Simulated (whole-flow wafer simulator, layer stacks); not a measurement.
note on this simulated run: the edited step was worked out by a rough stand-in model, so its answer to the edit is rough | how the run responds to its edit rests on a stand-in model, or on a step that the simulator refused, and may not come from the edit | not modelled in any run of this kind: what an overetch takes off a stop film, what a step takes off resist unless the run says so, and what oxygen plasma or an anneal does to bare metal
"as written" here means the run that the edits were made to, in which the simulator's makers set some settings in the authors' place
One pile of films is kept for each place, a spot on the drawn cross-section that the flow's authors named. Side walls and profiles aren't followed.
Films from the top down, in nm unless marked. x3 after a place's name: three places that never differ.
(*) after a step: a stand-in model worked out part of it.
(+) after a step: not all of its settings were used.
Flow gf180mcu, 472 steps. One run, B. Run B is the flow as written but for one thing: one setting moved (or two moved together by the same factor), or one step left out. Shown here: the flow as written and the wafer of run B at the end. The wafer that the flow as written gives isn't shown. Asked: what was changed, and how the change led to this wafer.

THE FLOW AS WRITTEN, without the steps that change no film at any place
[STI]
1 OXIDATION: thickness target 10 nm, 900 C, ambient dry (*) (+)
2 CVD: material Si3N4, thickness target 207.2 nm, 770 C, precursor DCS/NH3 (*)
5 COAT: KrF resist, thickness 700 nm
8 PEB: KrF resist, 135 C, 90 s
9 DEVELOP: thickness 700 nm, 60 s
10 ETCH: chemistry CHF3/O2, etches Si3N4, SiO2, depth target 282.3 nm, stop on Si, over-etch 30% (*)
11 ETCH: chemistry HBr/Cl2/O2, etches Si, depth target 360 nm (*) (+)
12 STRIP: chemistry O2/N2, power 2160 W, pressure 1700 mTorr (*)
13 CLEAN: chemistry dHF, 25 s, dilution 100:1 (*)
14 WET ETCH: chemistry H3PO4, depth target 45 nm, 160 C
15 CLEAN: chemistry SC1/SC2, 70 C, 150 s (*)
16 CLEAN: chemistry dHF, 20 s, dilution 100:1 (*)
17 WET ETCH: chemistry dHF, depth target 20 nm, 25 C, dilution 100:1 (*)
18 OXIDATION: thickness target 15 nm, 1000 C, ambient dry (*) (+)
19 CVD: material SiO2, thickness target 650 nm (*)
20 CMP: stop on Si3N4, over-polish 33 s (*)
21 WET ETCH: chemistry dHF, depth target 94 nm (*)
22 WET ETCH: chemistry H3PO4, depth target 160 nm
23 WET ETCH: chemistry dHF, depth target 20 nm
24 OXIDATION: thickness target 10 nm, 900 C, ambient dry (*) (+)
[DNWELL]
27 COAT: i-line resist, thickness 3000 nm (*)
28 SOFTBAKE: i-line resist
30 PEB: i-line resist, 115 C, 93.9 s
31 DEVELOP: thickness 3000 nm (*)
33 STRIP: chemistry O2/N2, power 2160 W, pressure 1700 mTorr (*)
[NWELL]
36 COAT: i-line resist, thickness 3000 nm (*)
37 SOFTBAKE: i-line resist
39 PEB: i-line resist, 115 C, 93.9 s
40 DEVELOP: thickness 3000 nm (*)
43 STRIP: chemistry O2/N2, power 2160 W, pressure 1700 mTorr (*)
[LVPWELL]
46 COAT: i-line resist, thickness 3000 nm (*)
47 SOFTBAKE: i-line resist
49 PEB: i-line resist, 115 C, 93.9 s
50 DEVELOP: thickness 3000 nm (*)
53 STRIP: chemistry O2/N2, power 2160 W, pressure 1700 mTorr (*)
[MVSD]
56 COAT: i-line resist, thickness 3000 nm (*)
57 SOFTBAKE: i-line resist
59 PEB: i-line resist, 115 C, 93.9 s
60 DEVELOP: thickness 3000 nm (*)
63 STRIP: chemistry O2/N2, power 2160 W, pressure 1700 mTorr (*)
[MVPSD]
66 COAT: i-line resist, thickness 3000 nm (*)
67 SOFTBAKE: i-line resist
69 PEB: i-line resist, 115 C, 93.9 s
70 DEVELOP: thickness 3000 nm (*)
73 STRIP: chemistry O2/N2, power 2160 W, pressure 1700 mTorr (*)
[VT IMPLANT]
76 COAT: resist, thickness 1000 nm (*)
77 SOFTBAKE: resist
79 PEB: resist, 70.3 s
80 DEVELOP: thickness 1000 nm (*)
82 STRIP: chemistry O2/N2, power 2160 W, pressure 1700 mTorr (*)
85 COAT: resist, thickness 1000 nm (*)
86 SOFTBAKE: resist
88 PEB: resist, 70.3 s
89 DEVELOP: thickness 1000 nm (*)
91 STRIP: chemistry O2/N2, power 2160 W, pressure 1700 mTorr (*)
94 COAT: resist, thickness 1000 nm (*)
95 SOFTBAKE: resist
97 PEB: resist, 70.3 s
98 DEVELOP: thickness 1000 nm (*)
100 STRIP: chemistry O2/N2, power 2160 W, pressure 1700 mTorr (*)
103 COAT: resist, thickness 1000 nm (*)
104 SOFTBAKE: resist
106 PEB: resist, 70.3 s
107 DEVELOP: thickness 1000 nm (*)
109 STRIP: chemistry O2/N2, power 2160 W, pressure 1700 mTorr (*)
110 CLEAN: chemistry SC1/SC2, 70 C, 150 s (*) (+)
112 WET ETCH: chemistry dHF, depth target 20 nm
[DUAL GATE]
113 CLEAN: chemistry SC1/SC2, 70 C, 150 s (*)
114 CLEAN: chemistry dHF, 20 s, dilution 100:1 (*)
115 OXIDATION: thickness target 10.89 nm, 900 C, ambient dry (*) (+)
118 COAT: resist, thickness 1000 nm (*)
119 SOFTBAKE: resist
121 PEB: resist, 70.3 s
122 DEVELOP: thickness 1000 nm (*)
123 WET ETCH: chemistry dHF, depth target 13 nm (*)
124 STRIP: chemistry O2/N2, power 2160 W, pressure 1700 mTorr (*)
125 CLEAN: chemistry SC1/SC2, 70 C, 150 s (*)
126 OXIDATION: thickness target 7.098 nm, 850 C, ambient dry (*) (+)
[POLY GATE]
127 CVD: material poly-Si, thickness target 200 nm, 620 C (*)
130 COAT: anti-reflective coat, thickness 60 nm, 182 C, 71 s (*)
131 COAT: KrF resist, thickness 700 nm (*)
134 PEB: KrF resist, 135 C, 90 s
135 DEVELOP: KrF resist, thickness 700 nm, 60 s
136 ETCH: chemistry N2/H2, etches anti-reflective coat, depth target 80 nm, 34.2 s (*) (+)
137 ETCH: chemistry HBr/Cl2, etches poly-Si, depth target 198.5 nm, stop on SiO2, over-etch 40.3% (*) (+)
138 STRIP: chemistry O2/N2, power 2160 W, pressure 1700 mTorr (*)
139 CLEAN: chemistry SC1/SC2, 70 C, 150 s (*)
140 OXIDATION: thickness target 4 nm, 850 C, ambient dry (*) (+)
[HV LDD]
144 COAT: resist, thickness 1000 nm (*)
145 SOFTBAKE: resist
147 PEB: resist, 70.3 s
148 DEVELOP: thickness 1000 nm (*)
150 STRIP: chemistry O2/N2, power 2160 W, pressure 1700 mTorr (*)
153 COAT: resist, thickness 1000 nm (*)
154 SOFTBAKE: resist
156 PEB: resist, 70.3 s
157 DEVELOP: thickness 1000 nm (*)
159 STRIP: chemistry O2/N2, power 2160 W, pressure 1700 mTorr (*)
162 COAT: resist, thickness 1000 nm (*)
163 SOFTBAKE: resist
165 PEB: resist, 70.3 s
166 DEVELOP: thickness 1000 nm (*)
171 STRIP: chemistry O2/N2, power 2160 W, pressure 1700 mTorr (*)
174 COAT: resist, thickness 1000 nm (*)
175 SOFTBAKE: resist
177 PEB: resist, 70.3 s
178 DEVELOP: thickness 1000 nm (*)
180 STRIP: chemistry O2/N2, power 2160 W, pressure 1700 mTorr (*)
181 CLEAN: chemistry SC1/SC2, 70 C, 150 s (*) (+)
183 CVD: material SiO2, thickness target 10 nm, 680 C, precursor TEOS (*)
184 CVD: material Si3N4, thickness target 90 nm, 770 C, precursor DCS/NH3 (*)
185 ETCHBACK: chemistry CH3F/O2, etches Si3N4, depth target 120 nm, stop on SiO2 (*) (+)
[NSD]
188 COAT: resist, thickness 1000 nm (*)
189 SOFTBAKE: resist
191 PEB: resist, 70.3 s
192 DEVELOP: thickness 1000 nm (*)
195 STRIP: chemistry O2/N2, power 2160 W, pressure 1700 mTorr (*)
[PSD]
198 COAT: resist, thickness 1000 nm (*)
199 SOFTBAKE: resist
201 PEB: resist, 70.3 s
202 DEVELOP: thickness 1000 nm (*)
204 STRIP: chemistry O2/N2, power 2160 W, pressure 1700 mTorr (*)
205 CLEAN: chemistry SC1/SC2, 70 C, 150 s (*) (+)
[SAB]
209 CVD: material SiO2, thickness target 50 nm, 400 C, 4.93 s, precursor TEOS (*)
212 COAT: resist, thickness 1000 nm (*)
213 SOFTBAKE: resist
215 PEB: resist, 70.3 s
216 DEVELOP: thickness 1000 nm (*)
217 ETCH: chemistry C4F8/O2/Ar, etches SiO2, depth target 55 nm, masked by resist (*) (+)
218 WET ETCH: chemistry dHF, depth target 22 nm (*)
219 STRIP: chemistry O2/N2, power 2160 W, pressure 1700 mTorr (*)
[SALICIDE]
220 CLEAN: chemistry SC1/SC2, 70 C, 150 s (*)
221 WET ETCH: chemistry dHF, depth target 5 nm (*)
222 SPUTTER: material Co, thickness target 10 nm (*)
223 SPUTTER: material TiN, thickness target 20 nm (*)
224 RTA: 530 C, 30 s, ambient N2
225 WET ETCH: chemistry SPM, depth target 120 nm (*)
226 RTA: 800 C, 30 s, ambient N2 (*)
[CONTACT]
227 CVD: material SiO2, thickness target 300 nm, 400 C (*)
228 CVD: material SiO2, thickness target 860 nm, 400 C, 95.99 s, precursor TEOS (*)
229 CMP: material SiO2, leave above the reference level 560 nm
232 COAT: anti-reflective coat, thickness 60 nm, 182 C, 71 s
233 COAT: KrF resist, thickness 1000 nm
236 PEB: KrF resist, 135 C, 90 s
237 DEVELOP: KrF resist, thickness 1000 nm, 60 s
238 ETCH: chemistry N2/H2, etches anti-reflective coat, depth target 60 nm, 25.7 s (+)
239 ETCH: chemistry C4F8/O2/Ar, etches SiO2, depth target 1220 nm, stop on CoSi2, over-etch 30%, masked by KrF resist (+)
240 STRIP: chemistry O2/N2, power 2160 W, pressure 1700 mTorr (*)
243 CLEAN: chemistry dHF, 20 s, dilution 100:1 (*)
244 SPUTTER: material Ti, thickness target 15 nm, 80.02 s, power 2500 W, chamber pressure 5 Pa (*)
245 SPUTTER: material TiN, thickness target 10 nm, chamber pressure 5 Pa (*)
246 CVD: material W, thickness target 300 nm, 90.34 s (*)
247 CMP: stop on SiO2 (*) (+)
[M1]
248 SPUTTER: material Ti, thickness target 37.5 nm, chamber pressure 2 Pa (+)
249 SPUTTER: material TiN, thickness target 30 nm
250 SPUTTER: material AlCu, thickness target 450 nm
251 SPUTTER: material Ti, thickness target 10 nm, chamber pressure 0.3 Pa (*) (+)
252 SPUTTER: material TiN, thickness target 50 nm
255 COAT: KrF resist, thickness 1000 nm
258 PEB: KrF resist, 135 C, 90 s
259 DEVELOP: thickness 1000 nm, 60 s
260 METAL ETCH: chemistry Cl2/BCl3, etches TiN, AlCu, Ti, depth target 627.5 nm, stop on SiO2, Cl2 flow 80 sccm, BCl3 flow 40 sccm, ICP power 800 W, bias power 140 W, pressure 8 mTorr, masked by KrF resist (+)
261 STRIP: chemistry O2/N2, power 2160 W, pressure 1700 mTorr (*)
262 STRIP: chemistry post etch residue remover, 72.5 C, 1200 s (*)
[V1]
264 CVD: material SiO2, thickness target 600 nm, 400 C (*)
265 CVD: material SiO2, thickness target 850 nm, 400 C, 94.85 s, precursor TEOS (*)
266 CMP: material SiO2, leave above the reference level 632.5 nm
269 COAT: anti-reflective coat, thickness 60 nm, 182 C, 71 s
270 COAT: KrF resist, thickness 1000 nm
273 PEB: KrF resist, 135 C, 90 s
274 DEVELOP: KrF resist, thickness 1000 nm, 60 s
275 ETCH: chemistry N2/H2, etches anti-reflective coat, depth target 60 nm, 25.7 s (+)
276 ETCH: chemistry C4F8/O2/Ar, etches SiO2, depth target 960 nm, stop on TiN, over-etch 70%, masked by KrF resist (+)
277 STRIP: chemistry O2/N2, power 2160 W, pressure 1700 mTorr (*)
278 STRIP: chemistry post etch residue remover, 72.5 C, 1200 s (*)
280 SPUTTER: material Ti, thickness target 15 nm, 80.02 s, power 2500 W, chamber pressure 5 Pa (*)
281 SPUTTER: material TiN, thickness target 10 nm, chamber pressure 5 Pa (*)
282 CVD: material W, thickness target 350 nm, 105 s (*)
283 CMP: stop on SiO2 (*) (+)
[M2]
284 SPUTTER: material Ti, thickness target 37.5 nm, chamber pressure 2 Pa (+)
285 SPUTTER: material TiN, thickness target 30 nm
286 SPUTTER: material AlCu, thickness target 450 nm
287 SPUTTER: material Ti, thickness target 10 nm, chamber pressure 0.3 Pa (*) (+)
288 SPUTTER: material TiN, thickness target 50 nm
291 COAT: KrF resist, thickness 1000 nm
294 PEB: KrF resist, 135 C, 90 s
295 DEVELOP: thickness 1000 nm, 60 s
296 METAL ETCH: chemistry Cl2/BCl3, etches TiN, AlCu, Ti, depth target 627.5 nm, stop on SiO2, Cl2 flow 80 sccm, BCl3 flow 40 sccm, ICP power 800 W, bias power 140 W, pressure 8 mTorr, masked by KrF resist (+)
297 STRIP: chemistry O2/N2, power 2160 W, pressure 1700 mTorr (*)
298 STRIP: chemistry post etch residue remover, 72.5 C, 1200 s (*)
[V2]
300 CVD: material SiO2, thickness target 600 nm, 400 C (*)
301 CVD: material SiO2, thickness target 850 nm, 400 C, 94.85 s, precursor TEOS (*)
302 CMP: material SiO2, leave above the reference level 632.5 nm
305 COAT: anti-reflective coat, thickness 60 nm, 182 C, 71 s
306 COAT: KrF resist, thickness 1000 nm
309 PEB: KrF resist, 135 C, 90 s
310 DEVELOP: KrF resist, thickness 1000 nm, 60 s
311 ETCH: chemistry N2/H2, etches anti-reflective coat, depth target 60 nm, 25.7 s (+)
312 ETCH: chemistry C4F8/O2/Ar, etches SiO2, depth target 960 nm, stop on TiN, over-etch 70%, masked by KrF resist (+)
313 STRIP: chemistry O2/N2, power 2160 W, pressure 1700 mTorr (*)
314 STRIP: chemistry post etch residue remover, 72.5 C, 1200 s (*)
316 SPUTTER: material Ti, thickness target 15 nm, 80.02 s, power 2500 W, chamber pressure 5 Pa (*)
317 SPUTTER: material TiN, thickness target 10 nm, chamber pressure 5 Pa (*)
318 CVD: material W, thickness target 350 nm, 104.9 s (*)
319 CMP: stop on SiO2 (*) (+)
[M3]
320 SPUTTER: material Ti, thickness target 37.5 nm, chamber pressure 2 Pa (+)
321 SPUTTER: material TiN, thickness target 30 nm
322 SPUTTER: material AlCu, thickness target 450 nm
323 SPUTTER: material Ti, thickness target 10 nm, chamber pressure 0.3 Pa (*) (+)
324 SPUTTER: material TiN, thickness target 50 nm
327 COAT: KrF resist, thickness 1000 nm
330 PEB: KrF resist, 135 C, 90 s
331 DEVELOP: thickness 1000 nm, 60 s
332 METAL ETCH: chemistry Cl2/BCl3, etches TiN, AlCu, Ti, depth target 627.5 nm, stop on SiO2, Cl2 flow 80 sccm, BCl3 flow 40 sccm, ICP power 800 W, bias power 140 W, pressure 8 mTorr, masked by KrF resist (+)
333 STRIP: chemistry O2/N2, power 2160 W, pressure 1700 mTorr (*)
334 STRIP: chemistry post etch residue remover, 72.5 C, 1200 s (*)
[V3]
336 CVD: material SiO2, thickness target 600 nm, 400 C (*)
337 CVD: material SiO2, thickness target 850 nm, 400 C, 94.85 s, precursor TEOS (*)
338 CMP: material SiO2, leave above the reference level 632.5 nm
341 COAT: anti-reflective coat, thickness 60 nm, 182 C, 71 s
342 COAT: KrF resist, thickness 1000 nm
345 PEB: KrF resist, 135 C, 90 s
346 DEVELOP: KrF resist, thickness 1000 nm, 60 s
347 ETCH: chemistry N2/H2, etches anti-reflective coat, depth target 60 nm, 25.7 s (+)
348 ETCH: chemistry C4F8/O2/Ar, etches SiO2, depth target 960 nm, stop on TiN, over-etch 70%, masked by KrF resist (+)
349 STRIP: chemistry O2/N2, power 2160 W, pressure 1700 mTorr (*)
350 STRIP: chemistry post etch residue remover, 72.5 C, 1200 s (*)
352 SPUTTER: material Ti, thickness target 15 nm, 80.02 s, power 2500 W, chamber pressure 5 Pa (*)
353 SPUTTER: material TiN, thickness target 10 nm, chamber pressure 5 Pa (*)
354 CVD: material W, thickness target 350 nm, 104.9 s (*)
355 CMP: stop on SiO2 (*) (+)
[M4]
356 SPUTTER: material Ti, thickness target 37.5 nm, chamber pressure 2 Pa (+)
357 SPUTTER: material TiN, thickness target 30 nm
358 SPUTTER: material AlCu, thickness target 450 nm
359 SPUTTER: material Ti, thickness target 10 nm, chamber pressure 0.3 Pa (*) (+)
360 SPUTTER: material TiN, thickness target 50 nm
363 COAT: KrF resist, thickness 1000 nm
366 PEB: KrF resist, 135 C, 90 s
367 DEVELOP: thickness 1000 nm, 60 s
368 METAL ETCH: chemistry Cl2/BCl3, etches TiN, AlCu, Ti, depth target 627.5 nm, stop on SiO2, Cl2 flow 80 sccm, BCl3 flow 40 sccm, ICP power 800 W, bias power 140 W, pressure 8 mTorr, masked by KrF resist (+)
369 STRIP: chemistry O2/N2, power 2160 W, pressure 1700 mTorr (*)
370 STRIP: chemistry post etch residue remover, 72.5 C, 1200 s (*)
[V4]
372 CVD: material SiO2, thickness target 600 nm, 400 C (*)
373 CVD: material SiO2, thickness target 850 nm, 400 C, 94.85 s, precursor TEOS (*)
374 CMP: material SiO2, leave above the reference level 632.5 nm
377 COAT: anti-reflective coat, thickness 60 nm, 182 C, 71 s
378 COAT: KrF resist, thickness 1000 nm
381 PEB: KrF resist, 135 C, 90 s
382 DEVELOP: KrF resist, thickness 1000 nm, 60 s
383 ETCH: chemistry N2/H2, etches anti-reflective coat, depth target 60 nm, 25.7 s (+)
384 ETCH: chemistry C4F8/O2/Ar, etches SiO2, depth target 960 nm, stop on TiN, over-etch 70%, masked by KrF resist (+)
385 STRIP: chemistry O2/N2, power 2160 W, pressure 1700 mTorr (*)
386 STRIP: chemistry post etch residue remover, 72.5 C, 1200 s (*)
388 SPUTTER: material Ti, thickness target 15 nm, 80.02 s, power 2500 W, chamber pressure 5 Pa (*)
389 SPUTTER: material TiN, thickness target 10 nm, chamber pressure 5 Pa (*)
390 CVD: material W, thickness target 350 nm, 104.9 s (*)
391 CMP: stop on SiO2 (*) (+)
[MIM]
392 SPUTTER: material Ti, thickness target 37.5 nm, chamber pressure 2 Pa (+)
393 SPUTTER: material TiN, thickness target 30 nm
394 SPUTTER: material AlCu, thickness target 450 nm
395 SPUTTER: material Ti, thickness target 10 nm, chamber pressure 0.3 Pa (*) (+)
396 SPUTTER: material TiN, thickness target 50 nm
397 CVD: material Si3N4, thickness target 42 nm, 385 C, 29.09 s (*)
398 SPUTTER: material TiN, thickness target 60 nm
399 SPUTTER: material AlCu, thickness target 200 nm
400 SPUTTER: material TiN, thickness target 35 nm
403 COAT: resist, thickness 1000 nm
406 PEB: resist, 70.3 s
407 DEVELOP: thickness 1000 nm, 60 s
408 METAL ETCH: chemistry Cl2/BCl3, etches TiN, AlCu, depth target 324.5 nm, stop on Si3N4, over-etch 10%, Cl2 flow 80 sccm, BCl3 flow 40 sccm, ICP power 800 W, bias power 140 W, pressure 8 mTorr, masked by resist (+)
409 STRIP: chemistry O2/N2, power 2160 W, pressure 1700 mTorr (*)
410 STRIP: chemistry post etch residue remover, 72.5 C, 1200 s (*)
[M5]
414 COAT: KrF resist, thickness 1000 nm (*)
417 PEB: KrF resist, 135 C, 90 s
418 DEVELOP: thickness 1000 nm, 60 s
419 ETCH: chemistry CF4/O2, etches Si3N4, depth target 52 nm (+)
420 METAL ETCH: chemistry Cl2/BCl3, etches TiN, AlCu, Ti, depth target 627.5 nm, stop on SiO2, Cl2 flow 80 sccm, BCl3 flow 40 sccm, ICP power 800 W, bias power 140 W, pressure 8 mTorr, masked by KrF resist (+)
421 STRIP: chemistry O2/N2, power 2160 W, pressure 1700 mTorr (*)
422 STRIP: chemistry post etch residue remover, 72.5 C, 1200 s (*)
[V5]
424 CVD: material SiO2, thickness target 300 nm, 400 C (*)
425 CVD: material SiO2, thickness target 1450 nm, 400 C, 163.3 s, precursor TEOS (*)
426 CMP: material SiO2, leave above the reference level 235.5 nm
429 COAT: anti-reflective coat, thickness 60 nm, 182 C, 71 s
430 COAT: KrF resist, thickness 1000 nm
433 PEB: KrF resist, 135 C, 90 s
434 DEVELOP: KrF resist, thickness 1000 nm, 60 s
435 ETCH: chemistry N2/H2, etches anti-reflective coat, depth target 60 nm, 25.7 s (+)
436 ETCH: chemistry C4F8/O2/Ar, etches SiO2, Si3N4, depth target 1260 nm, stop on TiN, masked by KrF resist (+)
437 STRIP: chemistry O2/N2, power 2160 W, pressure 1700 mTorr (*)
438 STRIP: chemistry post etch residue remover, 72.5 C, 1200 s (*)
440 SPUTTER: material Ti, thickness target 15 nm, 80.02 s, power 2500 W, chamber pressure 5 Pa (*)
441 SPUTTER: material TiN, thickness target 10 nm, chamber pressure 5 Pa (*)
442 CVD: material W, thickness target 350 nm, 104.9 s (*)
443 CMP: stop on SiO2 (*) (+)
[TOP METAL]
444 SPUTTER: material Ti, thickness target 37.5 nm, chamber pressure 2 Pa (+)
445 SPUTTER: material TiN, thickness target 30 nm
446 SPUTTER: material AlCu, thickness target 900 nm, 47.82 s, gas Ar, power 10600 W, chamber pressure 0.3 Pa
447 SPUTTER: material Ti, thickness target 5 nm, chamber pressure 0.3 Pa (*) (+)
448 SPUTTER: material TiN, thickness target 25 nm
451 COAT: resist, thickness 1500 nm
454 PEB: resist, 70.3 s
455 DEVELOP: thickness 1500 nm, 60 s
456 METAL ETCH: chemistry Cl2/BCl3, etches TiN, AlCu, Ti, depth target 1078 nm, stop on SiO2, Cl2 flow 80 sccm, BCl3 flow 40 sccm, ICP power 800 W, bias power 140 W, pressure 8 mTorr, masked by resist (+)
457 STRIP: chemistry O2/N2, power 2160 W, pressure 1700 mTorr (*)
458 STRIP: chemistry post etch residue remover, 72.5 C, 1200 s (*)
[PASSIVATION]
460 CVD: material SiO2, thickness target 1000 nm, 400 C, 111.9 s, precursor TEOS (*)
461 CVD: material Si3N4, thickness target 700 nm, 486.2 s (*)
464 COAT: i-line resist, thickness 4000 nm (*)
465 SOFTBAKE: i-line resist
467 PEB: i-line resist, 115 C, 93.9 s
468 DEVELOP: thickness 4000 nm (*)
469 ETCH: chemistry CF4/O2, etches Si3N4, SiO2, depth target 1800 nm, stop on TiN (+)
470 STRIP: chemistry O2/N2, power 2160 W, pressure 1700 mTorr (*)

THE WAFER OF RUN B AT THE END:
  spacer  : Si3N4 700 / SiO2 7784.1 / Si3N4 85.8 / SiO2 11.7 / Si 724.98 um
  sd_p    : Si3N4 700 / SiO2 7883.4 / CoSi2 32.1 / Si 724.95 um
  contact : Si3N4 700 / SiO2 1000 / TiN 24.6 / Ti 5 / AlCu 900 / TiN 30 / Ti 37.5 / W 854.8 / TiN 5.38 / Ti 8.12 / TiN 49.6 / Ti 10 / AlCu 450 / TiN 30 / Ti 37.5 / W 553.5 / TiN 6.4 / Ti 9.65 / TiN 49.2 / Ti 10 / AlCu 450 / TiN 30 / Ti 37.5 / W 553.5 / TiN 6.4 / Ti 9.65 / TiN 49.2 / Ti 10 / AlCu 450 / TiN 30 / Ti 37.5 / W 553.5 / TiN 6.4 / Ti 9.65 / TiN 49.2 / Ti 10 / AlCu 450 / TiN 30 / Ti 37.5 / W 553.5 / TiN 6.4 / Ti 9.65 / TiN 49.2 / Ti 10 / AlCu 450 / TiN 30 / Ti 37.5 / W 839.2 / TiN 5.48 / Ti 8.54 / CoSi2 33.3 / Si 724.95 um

The cause: step 183, CVD: thickness target 4.5 nm was run, where the flow has thickness target 10 nm.

How the change led to this, step by step:
  183 CVD: material SiO2, thickness target 10 nm, 680 C, precursor TEOS (*)
      field, field__w1, field__w2 and 99 more: SiO2 +4.5 (as written it would be: SiO2 +10)
      ld_drift_p: SiO2 +4.44 (as written it would be: SiO2 +9.87)
      (and at 1 more place)
  189 SOFTBAKE: resist
      active_hv: resist -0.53 (as written it would be: resist +2.68)
      field_sub__w1: resist +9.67 (as written it would be: resist +7.47)
  199 SOFTBAKE: resist
      active_hv: resist -0.53 (as written it would be: resist +2.68)
      field_sub__w1: resist +9.67 (as written it would be: resist +7.47)
  217 ETCH: chemistry C4F8/O2/Ar, etches SiO2, depth target 55 nm, masked by resist (*) (+)
      gate, gate_hv, gate_p and 23 more: SiO2 -55 (all of it) (as written it would be: SiO2 -55)
  218 WET ETCH: chemistry dHF, depth target 22 nm (*)
      gate, gate_hv, gate_p and 23 more: nothing (as written it would be: SiO2 -5.48 (all of it))
      active, p_well, sd_n, iso_ptap_pw, iso_ntap_nw, iso_ptap_sub, vpnp_e: SiO2 -3.51 (all of it) (as written it would be: SiO2 -9.01 (all of it))
      (and at 16 more places)
  229 CMP: material SiO2, leave above the reference level 560 nm
      field_sub, field_sub__w2: SiO2 -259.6 (as written it would be: SiO2 -265.5)
      field__w1: SiO2 -277.9 (as written it would be: SiO2 -283.7)
      (and at 13 more places)
